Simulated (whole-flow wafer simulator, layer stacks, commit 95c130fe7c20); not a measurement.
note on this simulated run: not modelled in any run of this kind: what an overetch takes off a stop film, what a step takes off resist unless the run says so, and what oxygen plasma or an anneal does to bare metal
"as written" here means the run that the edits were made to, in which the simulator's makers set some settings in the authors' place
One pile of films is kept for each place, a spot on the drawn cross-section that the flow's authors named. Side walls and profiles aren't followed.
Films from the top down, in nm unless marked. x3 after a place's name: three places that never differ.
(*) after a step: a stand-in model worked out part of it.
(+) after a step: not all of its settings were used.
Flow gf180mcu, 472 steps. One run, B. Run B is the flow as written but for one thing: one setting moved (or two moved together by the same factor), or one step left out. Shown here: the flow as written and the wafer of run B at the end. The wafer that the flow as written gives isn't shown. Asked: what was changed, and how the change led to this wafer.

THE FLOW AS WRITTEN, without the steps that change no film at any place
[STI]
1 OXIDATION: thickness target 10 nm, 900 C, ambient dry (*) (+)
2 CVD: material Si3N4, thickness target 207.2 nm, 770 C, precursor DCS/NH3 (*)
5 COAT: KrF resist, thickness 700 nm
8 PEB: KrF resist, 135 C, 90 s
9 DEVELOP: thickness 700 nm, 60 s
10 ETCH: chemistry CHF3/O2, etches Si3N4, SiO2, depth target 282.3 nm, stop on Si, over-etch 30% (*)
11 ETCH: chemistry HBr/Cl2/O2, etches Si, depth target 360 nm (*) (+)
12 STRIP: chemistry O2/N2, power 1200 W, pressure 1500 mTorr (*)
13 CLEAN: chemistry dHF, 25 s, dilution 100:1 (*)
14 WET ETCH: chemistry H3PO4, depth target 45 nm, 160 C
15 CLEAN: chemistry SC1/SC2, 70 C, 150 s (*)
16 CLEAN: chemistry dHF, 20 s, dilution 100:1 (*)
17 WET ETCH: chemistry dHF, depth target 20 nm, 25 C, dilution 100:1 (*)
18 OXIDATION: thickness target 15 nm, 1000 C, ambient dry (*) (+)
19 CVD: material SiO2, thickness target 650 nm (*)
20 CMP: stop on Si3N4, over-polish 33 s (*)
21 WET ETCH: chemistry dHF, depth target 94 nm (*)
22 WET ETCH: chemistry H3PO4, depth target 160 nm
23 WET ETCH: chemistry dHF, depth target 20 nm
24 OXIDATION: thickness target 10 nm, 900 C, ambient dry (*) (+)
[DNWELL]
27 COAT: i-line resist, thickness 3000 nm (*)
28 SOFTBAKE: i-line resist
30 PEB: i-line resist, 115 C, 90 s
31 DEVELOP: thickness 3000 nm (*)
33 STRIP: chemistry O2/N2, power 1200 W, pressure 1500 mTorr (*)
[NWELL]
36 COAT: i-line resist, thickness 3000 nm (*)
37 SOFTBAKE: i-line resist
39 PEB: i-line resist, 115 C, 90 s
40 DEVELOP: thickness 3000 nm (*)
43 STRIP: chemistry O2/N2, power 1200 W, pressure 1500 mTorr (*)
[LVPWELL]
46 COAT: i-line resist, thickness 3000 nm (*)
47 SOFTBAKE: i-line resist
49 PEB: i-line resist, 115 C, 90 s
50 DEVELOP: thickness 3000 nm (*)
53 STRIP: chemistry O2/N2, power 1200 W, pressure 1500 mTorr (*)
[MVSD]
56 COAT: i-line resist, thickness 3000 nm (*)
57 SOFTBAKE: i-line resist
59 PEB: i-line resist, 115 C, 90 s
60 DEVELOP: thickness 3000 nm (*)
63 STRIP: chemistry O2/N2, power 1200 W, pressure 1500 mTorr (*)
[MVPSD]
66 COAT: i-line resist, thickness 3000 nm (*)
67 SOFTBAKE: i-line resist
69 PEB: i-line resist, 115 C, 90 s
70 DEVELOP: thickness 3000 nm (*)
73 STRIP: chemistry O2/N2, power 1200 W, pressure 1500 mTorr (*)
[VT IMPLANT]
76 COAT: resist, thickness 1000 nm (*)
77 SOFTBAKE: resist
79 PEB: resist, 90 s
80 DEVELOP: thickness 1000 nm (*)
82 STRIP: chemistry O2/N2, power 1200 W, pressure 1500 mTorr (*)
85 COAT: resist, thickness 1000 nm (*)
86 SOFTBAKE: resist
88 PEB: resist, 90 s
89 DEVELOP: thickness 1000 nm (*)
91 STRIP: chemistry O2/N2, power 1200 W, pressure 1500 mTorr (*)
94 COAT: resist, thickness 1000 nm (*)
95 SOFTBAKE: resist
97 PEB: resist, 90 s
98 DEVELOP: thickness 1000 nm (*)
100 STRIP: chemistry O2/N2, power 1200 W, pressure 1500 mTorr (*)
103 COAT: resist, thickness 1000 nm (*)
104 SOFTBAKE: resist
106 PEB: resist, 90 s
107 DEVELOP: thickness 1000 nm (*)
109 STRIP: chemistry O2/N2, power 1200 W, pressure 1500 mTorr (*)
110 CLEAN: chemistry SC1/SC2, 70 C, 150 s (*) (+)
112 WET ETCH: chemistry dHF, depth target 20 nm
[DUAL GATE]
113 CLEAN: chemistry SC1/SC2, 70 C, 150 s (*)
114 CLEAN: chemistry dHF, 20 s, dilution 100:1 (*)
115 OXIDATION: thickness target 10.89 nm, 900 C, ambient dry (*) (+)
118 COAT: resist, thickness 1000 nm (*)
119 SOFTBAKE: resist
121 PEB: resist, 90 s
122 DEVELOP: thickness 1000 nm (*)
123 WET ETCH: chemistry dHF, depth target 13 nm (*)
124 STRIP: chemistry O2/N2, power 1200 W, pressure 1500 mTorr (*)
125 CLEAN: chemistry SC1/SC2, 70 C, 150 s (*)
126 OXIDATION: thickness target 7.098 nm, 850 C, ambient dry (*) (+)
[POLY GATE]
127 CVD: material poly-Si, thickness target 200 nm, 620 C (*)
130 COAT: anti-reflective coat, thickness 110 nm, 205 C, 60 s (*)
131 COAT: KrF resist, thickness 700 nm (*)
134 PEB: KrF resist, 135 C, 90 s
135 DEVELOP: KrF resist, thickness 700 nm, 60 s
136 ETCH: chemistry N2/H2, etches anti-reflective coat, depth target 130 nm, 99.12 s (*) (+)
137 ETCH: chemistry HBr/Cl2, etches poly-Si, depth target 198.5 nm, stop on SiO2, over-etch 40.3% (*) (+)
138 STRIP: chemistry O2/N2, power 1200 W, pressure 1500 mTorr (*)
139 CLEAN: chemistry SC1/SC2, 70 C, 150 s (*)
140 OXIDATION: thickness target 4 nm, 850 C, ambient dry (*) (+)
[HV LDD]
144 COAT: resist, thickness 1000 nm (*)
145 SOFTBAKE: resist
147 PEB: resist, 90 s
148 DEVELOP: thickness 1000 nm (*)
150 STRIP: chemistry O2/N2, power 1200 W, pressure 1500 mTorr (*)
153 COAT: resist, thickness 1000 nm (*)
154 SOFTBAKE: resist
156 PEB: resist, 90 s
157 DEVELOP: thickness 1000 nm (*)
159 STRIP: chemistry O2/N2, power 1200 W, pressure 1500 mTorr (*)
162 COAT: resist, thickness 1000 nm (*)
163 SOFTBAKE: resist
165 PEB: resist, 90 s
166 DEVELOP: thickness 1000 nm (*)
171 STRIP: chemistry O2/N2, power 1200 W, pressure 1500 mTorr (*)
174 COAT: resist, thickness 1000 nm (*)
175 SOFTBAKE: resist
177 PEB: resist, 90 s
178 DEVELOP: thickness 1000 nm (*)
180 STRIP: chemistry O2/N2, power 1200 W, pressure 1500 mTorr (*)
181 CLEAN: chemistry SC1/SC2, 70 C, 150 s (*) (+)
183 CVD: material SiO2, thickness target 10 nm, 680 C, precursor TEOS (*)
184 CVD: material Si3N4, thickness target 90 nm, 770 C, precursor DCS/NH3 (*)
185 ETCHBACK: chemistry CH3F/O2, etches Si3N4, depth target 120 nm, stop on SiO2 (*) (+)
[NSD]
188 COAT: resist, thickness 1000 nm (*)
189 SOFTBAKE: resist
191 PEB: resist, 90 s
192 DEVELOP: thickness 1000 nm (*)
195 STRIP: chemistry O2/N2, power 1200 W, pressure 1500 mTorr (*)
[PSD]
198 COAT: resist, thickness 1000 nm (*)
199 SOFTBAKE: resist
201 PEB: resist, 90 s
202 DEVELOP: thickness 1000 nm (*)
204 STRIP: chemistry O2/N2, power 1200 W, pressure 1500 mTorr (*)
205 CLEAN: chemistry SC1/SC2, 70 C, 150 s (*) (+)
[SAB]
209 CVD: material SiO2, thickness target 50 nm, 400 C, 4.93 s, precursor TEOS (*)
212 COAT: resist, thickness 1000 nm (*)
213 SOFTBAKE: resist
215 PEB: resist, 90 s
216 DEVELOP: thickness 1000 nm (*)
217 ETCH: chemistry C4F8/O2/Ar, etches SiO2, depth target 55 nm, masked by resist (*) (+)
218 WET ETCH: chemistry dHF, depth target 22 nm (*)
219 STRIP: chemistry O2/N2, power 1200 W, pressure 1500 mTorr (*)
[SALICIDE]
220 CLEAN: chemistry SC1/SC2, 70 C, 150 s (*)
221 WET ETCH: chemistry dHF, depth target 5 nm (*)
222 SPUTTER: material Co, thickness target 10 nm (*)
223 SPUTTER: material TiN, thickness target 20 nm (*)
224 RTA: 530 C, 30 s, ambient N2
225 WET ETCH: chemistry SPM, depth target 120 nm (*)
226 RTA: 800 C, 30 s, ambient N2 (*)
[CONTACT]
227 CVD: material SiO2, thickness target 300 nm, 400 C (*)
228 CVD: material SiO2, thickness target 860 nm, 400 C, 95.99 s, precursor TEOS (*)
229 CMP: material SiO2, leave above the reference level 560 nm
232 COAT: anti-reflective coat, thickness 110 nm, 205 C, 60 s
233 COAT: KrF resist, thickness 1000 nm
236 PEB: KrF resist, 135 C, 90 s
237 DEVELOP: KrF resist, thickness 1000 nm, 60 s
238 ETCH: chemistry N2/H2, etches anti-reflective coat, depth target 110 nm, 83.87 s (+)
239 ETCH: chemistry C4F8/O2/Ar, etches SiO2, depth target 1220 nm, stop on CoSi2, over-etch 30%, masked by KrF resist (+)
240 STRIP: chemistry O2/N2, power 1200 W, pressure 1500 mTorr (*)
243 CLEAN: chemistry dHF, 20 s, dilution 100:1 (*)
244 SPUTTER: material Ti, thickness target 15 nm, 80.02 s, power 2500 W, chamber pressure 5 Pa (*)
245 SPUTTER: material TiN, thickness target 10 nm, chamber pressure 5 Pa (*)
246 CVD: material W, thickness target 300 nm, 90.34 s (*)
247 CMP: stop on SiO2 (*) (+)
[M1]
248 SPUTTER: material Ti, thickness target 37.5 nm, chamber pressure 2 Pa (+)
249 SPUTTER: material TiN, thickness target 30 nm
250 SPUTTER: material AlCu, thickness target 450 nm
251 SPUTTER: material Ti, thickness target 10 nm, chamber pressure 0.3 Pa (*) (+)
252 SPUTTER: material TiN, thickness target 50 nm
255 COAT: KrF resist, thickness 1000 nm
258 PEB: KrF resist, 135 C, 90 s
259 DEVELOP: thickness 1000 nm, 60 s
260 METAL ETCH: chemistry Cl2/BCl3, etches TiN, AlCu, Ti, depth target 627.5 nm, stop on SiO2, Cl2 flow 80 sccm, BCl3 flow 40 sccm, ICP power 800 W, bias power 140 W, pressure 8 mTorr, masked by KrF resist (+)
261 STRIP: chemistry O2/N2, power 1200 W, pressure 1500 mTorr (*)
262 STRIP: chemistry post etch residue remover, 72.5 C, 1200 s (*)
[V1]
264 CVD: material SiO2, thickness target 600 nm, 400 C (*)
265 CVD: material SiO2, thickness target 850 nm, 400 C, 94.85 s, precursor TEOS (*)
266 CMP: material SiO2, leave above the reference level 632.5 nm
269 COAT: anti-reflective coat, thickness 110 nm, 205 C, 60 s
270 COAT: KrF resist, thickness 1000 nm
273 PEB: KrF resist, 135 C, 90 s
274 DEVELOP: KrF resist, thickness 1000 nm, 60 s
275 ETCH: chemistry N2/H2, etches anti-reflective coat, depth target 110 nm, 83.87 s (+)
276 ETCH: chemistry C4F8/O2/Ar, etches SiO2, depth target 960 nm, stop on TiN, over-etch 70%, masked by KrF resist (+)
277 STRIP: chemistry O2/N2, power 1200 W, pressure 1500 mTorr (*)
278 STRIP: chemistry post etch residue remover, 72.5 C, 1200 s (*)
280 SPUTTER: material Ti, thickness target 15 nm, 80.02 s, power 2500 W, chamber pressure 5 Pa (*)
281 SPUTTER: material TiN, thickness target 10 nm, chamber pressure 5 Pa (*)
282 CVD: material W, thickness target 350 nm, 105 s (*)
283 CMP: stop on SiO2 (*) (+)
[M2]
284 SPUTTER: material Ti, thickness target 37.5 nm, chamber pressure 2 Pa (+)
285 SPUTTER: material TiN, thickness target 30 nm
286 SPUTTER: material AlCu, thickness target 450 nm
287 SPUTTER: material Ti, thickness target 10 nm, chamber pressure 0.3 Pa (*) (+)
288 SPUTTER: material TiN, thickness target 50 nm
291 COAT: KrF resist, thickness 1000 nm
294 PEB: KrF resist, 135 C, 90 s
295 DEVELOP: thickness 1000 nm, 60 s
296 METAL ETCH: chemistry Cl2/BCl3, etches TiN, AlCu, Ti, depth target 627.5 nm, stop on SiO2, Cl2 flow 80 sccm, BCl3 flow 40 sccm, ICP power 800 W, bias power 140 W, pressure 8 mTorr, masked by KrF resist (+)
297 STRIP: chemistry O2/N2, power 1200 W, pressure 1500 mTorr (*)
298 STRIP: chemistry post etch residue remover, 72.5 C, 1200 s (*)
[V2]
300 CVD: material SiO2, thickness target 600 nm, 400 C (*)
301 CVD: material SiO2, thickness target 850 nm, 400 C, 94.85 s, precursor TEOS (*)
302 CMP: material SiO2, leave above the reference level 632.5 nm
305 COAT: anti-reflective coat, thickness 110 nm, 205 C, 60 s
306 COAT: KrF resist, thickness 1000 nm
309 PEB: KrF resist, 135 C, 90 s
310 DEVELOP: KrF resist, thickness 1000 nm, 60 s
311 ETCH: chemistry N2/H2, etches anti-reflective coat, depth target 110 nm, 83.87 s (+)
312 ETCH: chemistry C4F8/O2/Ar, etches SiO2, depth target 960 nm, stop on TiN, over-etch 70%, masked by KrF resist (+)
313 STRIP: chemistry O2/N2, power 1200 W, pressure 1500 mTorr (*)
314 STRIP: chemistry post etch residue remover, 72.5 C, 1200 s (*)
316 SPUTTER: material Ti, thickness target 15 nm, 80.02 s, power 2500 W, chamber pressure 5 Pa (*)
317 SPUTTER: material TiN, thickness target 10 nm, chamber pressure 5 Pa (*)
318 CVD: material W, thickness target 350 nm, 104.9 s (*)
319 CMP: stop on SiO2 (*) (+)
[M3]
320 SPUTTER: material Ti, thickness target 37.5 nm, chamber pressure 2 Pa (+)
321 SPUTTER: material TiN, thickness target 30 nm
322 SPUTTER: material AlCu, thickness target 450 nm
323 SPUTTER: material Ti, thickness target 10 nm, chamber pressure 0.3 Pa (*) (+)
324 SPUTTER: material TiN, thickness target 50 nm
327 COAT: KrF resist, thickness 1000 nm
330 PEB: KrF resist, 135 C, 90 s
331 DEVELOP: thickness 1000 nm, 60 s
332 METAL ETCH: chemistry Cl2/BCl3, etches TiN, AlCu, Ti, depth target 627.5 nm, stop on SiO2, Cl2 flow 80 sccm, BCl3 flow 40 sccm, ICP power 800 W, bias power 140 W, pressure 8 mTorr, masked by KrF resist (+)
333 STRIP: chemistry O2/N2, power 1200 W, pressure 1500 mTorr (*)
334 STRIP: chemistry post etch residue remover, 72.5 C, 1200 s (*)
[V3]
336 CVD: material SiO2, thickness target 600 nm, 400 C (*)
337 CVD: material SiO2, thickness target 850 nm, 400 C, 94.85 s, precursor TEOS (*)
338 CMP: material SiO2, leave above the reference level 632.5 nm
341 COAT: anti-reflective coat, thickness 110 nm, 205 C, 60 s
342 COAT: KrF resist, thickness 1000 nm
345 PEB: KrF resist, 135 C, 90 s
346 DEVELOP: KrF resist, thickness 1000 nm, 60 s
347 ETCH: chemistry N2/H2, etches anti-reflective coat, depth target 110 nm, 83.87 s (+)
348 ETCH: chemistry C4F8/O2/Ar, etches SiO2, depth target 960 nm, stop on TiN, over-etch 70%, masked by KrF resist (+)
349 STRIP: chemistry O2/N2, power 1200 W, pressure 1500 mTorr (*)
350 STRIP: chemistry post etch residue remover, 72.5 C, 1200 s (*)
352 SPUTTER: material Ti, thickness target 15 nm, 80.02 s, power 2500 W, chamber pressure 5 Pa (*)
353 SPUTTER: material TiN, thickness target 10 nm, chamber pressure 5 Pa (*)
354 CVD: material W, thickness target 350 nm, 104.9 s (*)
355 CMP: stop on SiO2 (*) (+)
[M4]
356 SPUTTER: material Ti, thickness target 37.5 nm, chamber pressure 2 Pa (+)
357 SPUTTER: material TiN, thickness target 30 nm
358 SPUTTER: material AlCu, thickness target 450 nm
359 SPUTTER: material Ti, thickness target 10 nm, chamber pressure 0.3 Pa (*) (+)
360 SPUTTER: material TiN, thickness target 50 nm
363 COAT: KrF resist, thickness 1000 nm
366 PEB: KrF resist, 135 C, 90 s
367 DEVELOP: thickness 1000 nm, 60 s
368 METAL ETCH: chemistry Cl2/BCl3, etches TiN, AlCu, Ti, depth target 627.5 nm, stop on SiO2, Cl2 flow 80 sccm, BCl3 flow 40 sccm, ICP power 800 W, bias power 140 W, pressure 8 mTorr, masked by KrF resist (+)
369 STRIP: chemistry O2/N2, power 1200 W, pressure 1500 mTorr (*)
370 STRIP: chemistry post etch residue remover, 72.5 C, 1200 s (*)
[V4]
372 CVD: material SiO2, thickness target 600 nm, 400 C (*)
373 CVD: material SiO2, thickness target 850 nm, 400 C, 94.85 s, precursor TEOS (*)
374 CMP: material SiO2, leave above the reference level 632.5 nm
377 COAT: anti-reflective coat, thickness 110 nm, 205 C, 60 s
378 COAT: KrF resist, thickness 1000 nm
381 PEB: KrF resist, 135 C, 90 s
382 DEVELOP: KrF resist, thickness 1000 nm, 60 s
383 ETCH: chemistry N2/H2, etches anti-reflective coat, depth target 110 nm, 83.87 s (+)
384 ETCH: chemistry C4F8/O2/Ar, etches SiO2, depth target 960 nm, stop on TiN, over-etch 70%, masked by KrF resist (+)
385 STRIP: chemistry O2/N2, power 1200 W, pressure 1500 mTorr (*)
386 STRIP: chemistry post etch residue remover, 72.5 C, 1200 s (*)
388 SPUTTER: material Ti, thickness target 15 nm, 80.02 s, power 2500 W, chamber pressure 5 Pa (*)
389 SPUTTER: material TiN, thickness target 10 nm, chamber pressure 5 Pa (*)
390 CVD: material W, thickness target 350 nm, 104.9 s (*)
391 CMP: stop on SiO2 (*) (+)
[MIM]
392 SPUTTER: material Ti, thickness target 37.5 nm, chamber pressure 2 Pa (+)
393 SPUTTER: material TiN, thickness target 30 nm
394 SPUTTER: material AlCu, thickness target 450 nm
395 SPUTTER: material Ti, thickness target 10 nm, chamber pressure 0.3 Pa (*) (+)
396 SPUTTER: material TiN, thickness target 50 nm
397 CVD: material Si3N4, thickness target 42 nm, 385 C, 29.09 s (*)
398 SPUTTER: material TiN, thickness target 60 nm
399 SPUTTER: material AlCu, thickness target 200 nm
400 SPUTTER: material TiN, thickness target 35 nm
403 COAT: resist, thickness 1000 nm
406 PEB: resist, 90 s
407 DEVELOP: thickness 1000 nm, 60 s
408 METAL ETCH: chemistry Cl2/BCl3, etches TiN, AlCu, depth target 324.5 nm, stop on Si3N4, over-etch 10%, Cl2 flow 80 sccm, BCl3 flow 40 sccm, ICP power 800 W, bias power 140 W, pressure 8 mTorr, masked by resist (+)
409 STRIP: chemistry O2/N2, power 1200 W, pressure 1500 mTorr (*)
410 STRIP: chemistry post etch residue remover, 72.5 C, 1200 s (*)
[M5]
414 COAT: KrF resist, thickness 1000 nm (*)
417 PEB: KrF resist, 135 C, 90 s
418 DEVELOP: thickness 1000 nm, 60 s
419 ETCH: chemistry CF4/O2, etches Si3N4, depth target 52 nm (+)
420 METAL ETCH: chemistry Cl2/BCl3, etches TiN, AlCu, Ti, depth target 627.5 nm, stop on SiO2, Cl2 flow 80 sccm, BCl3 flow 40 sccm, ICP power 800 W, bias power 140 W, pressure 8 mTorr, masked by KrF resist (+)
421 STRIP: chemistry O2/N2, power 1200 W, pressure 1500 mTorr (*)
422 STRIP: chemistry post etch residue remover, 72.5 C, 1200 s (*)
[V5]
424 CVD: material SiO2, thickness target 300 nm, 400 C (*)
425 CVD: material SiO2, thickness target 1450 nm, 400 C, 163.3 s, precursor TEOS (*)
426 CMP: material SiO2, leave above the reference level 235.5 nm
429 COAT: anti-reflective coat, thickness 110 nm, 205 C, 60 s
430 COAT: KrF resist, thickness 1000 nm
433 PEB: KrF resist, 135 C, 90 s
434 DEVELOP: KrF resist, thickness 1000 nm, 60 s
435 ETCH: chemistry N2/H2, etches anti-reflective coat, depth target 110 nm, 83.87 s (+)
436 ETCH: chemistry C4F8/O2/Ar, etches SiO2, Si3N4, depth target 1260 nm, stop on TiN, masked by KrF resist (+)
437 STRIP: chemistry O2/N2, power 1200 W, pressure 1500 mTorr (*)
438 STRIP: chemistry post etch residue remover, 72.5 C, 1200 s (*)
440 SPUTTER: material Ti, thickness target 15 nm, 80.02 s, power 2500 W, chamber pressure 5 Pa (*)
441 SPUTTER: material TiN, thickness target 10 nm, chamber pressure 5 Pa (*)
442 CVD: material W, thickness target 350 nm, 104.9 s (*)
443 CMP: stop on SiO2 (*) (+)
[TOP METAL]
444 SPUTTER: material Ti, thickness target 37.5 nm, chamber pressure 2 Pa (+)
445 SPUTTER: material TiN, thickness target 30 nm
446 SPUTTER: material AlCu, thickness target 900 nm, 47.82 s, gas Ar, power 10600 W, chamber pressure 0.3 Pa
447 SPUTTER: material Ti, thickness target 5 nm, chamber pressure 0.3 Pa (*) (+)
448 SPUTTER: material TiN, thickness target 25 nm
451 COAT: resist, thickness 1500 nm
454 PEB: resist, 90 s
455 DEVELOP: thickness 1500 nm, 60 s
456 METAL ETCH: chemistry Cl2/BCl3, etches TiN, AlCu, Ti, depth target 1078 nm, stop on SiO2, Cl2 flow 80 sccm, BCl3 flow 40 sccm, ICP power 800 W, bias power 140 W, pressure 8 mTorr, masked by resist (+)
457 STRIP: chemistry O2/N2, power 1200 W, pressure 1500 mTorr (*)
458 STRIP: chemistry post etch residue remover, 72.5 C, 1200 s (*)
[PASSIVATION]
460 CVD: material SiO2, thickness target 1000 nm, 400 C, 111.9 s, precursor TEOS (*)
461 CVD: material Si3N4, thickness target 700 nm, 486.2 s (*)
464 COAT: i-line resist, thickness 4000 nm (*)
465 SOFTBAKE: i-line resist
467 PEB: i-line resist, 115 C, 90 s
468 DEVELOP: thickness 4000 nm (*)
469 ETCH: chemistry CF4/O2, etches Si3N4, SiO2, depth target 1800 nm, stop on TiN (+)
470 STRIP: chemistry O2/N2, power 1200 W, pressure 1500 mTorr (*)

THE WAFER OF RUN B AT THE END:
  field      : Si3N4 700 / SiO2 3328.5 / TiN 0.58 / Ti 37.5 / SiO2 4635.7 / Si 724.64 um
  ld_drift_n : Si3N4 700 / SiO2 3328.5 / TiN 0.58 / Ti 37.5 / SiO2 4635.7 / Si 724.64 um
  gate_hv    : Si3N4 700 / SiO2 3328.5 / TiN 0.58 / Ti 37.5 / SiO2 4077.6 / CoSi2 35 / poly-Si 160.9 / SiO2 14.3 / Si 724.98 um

The cause: step 358, SPUTTER: thickness target 225 nm was run, where the flow has thickness target 450 nm; step 368, METAL ETCH: depth target 314 nm was run, where the flow has depth target 627.5 nm.

How the change led to this, step by step:
  358 SPUTTER: material AlCu, thickness target 450 nm
      field, field__w1, field__w2 and 108 more: AlCu +225 (new film) (as written it would be: AlCu +450 (new film))
  368 METAL ETCH: chemistry Cl2/BCl3, etches TiN, AlCu, Ti, depth target 627.5 nm, stop on SiO2, Cl2 flow 80 sccm, BCl3 flow 40 sccm, ICP power 800 W, bias power 140 W, pressure 8 mTorr, masked by KrF resist (+)
      field, field__w1, field__w2 and 103 more: TiN -50 (all of it), Ti -10 (all of it), AlCu -225 (all of it), TiN -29 (as written it would be: TiN -50 (all of it), Ti -10 (all of it), AlCu -450 (all of it), TiN -30 (all of it), Ti -37.5 (all of it))
      field__w8, contact, m1, m1__w1, m1_nw: KrF resist -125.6 (as written it would be: KrF resist -251)
  369 STRIP: chemistry O2/N2, power 1200 W, pressure 1500 mTorr (*)
      field__w8, contact, m1, m1__w1, m1_nw: KrF resist -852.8 (all of it) (as written it would be: KrF resist -727.4 (all of it))
  372 CVD: material SiO2, thickness target 600 nm, 400 C (*)
      field, field__w1, field__w2 and 103 more: SiO2 +600 (new film) (as written it would be: SiO2 +600)
  374 CMP: material SiO2, leave above the reference level 632.5 nm
      field, field__w1, field__w2 and 103 more: SiO2 -563.1 (as written it would be: SiO2 -300)
Counting metal films that touch as one body, field has 1 body; the flow as written gives 0 bodies.
Counting metal films that touch as one body, ld_drift_n has 1 body; the flow as written gives 0 bodies.
Counting metal films that touch as one body, gate_hv has 2 bodies (between them, from the top down: SiO2 4077.6); the flow as written gives 1 body.
